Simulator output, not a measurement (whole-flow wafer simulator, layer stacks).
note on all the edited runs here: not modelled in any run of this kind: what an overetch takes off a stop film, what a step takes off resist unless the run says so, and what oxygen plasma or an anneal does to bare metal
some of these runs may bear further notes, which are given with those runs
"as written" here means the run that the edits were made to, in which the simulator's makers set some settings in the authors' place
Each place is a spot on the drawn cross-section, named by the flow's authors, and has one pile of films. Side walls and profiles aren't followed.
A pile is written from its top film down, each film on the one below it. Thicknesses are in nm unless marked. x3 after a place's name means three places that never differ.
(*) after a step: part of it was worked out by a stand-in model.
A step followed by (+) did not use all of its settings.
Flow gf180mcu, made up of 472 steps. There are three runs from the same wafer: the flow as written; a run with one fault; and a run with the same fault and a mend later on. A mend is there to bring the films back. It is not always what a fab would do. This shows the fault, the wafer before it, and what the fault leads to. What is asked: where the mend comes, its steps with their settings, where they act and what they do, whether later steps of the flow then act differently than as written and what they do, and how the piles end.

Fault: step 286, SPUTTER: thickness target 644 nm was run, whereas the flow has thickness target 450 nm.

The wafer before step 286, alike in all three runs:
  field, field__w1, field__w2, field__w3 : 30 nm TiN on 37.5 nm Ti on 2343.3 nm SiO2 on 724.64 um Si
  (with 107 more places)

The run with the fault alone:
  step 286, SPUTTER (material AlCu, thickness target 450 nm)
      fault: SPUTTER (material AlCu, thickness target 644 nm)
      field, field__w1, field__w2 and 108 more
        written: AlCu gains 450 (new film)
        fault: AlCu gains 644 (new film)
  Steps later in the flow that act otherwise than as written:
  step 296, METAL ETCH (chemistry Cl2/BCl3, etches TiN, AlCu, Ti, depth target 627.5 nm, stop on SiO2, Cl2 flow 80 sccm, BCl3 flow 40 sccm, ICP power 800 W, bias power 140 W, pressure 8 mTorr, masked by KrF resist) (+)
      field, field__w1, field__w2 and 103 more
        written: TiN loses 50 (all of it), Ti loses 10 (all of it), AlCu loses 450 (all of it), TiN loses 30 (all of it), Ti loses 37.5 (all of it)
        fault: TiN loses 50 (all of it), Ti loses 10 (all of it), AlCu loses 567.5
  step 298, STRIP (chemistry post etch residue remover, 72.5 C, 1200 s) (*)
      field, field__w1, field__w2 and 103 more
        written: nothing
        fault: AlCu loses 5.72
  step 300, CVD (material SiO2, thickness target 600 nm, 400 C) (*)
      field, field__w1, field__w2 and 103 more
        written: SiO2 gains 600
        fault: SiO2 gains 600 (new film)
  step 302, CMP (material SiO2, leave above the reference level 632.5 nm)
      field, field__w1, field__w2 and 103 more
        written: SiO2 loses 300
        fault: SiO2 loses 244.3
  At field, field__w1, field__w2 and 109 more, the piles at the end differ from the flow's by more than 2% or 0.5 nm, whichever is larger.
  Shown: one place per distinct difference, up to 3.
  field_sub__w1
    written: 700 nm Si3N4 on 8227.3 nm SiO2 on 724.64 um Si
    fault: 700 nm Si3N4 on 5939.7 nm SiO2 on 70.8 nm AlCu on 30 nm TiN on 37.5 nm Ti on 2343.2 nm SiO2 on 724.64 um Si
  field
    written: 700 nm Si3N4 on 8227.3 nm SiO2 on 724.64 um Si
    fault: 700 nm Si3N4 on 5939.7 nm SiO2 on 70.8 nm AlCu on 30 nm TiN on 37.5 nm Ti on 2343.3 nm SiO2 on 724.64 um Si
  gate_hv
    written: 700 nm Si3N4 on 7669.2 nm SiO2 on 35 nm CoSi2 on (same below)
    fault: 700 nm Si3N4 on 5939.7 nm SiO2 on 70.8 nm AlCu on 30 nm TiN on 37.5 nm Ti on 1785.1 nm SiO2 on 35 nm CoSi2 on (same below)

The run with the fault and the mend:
  The mend stands after step 286.
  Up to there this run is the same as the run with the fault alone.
  step 286a, METAL ETCH (chemistry Cl2/BCl3, etches TiN, AlCu, Ti, depth target 194 nm, Cl2 flow 80 sccm, BCl3 flow 40 sccm, ICP power 800 W, bias power 140 W, pressure 8 mTorr) (the flow's step 260 again, with other settings)
      field, field__w1, field__w2 and 108 more
        AlCu loses 194
  None of the later steps of the flow acts differently than as written at any place that is followed.
  By the end, the piles equal the flow's at every place that both follow.
